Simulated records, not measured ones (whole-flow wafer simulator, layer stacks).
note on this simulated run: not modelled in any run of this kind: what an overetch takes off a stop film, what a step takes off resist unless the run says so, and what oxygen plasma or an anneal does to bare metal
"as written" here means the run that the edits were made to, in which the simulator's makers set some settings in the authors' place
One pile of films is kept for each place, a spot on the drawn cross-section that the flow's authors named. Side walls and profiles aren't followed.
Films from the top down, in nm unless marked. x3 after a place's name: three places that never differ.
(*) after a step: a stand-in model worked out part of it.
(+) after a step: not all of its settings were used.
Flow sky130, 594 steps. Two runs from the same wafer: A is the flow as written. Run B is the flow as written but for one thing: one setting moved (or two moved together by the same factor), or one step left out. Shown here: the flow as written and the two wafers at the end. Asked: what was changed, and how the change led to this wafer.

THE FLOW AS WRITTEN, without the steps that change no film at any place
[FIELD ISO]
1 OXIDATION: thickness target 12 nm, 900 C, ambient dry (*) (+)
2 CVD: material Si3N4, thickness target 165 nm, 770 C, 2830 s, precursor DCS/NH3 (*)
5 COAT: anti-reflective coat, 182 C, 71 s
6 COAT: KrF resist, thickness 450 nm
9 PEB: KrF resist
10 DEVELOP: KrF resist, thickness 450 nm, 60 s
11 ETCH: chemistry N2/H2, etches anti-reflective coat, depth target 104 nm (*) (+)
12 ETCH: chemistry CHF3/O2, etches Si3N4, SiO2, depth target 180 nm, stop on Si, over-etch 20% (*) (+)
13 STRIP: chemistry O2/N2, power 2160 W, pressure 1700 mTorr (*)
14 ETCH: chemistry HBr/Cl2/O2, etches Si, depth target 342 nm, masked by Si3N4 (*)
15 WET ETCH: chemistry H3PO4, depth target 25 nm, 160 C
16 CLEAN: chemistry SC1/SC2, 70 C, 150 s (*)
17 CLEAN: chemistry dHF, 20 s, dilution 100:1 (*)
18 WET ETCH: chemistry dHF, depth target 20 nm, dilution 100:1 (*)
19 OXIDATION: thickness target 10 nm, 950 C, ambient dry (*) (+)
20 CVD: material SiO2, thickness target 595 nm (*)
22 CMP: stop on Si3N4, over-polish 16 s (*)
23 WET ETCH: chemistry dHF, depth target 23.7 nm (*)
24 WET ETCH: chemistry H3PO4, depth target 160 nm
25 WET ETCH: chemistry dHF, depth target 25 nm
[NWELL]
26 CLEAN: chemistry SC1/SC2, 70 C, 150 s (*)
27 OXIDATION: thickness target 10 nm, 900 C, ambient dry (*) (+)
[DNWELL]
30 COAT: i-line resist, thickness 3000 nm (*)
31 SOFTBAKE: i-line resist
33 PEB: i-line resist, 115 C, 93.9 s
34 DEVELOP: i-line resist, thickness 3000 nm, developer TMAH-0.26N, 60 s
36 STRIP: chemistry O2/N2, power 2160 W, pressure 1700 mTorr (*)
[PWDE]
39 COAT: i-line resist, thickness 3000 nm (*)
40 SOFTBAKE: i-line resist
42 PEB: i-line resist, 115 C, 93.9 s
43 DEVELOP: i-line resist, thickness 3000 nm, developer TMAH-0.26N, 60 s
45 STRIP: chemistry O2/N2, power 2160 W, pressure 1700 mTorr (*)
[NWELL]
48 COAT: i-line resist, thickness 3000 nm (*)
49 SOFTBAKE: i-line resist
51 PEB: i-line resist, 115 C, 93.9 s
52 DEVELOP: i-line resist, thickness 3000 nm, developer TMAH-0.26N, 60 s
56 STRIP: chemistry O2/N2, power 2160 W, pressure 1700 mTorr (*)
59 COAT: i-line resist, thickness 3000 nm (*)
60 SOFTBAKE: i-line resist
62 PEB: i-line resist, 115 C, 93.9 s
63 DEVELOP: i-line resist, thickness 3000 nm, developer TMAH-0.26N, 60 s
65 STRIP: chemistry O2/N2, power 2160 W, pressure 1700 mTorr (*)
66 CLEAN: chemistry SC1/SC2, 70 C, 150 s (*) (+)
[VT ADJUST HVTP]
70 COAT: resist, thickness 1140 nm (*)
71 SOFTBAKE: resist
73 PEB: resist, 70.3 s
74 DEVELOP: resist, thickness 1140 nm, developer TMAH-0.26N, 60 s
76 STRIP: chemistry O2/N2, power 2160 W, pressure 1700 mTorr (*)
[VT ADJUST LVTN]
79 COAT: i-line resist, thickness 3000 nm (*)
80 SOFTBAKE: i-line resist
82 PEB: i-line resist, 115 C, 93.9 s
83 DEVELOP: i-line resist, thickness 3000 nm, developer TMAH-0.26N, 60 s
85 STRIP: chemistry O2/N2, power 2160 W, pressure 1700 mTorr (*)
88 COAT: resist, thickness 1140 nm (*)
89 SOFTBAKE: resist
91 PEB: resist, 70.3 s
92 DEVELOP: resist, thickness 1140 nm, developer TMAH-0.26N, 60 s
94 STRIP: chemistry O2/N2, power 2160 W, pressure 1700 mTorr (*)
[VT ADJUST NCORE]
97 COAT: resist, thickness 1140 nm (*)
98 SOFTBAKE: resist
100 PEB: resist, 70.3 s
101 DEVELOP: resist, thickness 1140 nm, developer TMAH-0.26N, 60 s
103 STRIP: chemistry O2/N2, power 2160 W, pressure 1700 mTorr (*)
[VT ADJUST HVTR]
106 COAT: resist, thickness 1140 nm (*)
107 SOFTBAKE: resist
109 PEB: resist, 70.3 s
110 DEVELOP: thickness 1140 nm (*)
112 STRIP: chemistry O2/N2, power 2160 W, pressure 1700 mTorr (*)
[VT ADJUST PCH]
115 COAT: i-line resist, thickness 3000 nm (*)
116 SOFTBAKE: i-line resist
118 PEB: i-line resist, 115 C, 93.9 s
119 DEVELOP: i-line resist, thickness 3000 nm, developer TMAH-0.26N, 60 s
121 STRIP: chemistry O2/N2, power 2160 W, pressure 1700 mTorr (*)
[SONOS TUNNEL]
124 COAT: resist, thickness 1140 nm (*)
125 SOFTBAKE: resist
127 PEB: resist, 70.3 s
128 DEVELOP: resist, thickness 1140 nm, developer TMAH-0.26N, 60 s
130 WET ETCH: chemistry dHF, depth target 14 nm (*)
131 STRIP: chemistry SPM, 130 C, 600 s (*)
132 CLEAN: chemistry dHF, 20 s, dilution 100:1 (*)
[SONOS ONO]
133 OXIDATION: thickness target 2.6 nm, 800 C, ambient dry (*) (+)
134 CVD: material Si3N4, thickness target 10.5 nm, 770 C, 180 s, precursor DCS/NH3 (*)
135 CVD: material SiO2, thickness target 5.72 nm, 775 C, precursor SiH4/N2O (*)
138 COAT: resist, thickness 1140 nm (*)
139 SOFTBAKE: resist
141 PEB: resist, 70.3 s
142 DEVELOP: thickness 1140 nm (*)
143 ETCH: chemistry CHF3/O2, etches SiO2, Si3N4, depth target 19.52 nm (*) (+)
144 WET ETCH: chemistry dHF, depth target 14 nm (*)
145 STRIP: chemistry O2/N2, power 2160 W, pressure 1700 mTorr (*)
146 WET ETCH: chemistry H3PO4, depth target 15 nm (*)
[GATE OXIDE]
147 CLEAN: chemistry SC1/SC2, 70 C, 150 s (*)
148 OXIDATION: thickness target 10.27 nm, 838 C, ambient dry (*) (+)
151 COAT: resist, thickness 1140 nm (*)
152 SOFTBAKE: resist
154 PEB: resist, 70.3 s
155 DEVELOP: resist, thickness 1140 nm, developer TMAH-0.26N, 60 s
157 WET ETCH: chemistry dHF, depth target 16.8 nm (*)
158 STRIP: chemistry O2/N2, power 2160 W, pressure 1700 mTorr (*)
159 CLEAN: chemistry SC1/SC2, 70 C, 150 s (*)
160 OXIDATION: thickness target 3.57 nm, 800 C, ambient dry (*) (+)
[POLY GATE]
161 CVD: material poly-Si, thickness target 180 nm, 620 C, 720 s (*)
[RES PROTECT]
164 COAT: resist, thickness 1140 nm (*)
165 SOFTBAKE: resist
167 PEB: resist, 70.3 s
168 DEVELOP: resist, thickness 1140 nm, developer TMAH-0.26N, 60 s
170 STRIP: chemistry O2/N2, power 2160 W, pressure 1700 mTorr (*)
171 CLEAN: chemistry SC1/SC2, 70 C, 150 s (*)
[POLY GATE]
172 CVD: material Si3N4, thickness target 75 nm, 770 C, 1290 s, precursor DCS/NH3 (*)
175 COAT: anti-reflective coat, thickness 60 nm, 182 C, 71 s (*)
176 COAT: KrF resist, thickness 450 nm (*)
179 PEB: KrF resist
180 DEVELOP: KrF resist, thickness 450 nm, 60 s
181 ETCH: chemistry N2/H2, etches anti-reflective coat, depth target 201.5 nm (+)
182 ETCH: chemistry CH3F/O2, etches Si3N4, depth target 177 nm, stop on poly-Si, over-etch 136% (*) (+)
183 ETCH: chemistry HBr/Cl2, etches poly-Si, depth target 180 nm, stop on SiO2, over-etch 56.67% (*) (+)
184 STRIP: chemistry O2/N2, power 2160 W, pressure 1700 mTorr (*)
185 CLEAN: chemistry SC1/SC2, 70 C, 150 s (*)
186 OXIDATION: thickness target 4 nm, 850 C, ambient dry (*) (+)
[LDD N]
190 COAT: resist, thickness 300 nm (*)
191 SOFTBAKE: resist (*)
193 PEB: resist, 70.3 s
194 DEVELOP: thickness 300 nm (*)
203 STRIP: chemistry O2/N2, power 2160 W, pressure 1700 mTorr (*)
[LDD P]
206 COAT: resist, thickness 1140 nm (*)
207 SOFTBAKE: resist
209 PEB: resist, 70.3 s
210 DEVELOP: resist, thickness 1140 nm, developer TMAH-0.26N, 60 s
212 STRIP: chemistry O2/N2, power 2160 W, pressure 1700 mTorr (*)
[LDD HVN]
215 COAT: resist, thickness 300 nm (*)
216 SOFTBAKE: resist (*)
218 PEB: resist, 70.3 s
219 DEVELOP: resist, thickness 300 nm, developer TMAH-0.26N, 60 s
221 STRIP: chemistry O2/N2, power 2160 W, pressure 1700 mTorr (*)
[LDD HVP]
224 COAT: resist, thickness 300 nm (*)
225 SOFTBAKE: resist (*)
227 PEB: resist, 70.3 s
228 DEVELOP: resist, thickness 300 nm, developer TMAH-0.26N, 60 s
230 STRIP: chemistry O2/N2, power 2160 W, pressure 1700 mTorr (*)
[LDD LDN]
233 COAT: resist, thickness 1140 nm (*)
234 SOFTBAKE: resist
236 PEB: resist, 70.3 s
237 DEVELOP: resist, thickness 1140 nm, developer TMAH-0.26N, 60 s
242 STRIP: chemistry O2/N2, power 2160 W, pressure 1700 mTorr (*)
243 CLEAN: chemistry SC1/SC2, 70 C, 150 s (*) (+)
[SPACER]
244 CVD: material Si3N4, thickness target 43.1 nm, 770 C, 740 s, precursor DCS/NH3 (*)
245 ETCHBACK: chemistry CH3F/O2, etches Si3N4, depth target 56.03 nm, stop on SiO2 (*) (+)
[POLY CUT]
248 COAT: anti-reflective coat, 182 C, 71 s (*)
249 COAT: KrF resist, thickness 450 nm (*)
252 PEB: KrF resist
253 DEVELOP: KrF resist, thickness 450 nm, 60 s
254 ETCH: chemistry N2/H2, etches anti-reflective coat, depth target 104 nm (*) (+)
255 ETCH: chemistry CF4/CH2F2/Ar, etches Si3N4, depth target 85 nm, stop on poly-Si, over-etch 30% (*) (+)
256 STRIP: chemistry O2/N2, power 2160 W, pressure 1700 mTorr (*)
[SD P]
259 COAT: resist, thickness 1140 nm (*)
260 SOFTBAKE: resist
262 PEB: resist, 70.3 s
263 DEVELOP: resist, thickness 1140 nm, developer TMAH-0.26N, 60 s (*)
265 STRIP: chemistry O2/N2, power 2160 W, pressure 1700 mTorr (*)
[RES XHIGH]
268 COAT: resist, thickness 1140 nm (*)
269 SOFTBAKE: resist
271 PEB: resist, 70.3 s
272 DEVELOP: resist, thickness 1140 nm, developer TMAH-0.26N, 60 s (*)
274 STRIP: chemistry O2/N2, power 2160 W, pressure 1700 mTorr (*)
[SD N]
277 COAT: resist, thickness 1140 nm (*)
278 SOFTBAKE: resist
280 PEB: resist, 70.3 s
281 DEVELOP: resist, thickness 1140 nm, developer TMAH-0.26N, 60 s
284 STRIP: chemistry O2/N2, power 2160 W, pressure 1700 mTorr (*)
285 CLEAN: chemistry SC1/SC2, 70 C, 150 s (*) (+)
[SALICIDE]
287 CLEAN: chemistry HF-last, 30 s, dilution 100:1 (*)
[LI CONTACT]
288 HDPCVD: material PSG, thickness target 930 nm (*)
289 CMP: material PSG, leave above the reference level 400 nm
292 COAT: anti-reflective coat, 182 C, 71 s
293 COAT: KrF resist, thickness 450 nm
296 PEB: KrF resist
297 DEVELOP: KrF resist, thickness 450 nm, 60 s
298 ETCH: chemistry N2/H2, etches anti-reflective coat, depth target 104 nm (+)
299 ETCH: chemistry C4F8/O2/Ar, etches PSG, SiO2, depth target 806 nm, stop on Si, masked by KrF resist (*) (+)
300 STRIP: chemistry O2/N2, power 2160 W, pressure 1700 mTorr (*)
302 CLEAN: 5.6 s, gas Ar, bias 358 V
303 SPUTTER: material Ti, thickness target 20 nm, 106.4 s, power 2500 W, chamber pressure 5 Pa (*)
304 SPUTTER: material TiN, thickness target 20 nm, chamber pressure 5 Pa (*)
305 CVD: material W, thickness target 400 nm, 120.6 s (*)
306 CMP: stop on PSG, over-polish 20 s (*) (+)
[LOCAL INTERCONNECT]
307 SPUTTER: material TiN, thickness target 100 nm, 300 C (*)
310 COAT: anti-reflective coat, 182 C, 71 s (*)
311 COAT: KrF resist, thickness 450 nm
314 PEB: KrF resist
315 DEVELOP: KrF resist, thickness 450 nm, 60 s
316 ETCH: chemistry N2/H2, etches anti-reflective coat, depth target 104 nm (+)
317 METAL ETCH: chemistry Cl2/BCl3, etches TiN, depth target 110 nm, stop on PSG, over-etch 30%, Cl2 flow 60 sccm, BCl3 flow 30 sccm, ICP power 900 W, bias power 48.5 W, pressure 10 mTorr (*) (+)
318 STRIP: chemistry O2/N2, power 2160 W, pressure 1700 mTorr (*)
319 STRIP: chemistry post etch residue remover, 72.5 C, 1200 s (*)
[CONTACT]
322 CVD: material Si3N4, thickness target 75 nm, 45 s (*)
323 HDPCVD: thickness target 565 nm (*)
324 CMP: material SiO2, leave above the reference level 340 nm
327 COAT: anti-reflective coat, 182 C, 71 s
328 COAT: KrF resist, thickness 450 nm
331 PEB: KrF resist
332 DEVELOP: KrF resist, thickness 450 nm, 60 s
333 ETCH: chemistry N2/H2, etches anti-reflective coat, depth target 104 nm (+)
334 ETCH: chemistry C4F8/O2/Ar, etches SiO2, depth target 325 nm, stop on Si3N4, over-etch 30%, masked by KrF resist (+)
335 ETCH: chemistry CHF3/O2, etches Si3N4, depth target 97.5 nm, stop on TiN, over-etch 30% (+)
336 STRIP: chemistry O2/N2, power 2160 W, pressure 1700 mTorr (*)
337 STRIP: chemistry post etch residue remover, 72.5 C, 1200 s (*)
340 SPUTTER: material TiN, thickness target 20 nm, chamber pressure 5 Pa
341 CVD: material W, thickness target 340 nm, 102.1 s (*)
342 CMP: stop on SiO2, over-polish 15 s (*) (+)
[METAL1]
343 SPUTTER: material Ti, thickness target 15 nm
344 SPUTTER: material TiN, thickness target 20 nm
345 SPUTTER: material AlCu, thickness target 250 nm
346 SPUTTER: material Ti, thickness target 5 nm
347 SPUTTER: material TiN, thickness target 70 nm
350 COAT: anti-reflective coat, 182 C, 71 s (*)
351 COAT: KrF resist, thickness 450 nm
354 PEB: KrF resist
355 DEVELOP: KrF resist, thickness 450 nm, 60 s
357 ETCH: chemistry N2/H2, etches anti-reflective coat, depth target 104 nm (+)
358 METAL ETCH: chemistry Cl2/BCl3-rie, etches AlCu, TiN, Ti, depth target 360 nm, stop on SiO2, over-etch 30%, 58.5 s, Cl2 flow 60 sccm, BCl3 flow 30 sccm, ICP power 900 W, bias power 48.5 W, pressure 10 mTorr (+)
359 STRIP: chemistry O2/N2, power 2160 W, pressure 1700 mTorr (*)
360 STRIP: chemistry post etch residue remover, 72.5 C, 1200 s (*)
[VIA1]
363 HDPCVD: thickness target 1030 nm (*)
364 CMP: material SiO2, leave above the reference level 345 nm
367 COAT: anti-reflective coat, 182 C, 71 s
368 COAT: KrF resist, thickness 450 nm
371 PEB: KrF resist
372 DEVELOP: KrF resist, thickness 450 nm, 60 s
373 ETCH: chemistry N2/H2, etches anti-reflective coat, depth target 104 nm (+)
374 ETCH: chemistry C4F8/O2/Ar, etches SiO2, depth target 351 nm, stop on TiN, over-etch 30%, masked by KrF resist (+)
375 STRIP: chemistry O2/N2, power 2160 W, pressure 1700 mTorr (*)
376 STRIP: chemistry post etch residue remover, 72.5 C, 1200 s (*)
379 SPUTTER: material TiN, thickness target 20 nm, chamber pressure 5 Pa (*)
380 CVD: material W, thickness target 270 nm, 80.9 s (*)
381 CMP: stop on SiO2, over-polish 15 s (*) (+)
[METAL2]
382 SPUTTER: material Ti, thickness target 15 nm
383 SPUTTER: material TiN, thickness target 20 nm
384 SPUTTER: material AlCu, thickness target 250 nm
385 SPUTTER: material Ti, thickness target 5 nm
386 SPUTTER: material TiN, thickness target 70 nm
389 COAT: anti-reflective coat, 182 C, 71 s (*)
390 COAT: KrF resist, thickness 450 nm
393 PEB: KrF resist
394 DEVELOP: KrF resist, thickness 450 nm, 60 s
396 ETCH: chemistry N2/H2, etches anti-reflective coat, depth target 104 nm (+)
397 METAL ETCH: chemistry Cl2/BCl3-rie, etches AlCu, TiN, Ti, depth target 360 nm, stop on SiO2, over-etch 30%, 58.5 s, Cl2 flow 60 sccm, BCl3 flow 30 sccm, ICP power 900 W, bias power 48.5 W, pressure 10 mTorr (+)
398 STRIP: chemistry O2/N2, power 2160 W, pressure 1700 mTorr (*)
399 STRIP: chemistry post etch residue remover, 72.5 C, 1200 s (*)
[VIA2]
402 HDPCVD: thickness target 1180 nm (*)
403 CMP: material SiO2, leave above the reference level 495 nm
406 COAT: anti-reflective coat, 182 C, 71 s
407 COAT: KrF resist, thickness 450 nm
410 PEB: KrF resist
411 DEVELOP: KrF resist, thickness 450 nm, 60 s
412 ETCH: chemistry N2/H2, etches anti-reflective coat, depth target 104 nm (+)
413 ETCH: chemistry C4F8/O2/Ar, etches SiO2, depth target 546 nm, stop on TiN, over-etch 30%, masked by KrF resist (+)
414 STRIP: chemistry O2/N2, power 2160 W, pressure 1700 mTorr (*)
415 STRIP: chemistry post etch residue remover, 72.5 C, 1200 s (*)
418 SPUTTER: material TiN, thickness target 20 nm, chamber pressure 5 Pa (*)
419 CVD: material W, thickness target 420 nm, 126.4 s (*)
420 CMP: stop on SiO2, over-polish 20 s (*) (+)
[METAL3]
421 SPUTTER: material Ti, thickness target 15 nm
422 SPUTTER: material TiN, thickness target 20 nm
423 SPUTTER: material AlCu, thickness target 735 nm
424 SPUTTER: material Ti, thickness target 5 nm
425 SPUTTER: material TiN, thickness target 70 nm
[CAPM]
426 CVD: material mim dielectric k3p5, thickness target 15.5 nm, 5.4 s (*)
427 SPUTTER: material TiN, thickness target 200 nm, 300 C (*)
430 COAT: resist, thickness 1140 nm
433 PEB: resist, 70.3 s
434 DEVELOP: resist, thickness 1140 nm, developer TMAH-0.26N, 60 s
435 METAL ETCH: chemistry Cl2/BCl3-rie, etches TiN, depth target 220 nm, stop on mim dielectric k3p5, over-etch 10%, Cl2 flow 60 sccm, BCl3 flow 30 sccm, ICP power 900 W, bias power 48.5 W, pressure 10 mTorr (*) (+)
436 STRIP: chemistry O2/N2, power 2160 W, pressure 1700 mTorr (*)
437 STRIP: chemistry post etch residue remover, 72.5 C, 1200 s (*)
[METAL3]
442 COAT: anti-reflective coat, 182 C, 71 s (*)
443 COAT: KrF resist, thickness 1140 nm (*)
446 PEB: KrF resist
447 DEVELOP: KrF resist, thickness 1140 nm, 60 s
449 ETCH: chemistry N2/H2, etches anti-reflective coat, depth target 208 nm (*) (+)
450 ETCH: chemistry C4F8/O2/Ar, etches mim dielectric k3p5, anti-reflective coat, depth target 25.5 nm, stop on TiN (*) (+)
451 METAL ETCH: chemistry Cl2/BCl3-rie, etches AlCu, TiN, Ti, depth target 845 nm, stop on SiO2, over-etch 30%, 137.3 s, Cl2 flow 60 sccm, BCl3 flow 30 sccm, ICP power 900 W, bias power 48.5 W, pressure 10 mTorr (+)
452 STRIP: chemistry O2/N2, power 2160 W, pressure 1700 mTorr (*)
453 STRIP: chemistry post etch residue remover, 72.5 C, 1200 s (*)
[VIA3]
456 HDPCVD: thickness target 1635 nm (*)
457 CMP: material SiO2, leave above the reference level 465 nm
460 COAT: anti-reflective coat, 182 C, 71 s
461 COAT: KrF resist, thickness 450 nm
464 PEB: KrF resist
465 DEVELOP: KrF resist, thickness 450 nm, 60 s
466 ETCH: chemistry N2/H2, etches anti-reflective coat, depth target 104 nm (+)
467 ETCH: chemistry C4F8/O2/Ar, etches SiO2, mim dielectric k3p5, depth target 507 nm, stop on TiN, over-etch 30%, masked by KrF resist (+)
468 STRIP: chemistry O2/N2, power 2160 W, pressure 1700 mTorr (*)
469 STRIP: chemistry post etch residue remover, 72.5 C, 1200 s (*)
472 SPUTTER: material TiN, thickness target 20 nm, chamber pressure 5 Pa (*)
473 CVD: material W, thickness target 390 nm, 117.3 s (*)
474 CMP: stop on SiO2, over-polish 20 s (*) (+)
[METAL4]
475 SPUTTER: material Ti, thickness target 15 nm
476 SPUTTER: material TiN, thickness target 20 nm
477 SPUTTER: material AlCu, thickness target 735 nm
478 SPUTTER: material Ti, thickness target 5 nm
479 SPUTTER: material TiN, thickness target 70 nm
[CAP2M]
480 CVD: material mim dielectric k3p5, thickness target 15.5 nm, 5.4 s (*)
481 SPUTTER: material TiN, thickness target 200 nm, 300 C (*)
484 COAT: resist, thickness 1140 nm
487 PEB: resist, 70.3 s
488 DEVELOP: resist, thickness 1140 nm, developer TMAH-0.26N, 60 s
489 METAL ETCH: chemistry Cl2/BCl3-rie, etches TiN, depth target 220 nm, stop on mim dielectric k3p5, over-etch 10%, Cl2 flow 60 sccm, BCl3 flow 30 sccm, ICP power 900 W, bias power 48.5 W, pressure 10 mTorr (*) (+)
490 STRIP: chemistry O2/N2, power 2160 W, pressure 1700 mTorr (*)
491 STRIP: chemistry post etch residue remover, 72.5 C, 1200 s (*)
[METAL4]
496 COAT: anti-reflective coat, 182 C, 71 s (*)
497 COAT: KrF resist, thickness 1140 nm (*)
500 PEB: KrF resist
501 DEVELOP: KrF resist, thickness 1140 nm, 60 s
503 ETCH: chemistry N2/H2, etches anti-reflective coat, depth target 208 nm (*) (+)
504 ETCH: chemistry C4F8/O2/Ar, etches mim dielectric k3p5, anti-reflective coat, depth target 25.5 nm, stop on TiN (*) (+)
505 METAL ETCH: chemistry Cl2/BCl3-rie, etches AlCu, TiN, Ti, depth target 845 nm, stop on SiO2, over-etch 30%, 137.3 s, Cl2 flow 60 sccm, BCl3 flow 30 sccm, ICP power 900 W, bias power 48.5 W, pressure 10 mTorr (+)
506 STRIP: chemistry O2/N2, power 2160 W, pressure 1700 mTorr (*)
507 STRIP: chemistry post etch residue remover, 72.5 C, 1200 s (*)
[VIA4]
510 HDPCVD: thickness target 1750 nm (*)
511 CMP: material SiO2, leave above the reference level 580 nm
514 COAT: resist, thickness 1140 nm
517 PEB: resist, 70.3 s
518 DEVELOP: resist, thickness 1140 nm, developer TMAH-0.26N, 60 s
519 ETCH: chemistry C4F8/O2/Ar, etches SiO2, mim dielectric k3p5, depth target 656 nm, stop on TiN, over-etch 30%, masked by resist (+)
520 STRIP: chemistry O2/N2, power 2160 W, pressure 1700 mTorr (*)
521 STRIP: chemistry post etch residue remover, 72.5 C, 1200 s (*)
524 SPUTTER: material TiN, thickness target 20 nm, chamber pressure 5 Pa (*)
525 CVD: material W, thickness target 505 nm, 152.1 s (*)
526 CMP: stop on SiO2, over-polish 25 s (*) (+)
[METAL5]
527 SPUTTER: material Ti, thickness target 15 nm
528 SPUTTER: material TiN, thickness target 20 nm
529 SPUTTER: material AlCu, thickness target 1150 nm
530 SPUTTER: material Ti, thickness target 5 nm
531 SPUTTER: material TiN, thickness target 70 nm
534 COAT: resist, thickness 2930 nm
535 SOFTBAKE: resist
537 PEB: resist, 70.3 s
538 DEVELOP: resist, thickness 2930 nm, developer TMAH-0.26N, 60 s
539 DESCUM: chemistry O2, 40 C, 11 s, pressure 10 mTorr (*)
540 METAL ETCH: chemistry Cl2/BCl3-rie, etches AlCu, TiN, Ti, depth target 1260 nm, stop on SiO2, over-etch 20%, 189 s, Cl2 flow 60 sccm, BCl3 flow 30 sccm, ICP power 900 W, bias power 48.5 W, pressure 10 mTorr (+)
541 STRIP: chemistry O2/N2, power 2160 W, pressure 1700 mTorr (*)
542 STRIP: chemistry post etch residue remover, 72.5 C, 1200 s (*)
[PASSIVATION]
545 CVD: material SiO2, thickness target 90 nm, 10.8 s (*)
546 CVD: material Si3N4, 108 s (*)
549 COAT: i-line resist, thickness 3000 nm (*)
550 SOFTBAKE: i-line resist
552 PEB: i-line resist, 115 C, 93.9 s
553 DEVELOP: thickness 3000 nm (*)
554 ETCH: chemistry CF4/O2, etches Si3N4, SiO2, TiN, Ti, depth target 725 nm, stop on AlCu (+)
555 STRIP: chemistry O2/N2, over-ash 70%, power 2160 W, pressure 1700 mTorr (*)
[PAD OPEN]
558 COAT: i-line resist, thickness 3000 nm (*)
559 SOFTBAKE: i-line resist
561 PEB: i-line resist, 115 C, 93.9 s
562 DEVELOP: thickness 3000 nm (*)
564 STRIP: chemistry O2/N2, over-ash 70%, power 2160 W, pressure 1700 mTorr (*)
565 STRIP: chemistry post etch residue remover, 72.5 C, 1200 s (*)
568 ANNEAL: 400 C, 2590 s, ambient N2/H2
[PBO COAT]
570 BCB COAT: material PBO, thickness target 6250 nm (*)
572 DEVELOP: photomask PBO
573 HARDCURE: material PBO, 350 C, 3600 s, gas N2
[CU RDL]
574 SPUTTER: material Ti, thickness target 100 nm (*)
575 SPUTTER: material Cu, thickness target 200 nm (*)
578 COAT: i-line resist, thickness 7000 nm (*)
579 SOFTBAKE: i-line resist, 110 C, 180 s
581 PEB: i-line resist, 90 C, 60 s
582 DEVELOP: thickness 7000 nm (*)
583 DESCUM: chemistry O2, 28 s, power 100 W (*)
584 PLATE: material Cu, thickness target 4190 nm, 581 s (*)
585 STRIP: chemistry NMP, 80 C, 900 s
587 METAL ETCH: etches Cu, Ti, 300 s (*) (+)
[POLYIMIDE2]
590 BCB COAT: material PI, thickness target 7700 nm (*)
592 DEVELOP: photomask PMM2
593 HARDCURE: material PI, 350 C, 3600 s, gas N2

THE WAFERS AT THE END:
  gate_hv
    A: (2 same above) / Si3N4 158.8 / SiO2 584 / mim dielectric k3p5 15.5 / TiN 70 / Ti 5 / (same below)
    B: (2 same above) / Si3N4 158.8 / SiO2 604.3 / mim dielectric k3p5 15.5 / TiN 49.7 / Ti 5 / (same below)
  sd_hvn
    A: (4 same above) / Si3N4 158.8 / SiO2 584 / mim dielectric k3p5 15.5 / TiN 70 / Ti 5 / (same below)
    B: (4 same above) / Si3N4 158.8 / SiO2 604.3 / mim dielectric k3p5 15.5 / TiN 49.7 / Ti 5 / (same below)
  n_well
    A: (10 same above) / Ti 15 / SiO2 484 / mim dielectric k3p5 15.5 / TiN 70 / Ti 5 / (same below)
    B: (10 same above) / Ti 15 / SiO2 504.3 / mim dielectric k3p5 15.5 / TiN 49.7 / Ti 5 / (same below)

The cause: step 479, SPUTTER: thickness target 49.7 nm was run, where the flow has thickness target 70 nm.
It can be read off the wafer: gate_hv has TiN 49.7, and step 479 as written asks for 70 nm.

How the change led to this, step by step:
  479 SPUTTER: material TiN, thickness target 70 nm
      field, active, n_well and 189 more: A TiN +70 (new film) | B TiN +49.7 (new film)
  505 METAL ETCH: chemistry Cl2/BCl3-rie, etches AlCu, TiN, Ti, depth target 845 nm, stop on SiO2, over-etch 30%, 137.3 s, Cl2 flow 60 sccm, BCl3 flow 30 sccm, ICP power 900 W, bias power 48.5 W, pressure 10 mTorr (+)
      field, gate, spacer and 68 more: A TiN -70 (all of it), Ti -5 (all of it), AlCu -735 (all of it), TiN -20 (all of it), Ti -15 (all of it), SiO2 -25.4 | B TiN -49.7 (all of it), Ti -5 (all of it), AlCu -735 (all of it), TiN -20 (all of it), Ti -15 (all of it), SiO2 -27.4
      active, vpp_iso1, mim_edge_plate and 14 more: A TiN -70 (all of it), Ti -5 (all of it), AlCu -735 (all of it), TiN -20 (all of it), Ti -15 (all of it), SiO2 -25.3 | B TiN -49.7 (all of it), Ti -5 (all of it), AlCu -735 (all of it), TiN -20 (all of it), Ti -15 (all of it), SiO2 -27.4
  519 ETCH: chemistry C4F8/O2/Ar, etches SiO2, mim dielectric k3p5, depth target 656 nm, stop on TiN, over-etch 30%, masked by resist (+)
      m1: A SiO2 -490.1 (all of it), mim dielectric k3p5 -15.5 (all of it) | B SiO2 -510.4 (all of it), mim dielectric k3p5 -15.5 (all of it)
      via4_hole: A SiO2 -489.5 (all of it), mim dielectric k3p5 -15.5 (all of it) | B SiO2 -509.8 (all of it), mim dielectric k3p5 -15.5 (all of it)
